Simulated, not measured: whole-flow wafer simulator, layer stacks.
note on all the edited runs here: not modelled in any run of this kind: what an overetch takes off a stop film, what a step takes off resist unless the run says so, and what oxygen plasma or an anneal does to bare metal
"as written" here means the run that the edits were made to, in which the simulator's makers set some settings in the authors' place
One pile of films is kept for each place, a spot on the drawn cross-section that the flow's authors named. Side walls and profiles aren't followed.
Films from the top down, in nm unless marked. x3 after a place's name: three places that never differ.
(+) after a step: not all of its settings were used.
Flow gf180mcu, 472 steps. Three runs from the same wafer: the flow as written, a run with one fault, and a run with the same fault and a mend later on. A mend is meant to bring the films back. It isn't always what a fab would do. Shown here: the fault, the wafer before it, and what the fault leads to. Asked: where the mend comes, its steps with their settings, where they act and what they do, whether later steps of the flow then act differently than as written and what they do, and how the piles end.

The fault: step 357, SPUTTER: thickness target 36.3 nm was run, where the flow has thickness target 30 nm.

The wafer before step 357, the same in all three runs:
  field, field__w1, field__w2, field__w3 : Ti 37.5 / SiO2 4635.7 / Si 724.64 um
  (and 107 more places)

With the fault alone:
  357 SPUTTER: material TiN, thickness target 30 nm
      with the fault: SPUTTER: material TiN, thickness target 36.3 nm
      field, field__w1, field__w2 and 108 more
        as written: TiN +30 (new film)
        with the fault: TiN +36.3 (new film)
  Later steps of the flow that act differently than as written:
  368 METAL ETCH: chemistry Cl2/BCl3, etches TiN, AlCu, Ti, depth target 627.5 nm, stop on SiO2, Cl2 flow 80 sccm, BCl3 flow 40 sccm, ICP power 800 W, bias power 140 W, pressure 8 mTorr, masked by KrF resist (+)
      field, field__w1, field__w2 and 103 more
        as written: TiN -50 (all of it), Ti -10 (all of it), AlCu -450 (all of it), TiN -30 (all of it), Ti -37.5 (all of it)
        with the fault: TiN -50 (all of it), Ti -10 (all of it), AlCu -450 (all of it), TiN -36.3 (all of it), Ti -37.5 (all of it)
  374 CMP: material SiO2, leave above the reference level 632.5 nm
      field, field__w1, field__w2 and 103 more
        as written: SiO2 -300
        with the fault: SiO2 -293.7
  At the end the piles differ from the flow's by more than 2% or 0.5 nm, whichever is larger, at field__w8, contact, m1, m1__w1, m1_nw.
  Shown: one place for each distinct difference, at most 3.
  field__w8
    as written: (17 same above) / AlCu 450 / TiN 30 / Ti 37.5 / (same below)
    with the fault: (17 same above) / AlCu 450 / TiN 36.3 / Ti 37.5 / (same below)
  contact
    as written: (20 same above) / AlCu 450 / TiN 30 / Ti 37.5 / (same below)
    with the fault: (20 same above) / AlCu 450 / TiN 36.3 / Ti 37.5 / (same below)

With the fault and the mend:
  The mend comes after step 357.
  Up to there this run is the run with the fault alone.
  357a METAL ETCH: chemistry Cl2/BCl3, etches TiN, AlCu, Ti, depth target 6.3 nm, Cl2 flow 80 sccm, BCl3 flow 40 sccm, ICP power 800 W, bias power 140 W, pressure 8 mTorr (the flow's step 260 once more, with other settings)
      field, field__w1, field__w2 and 108 more
        TiN -6.3
  No later step of the flow acts differently than as written at any place that is followed.
  At the end the piles are the same as the flow's at every place that both follow.
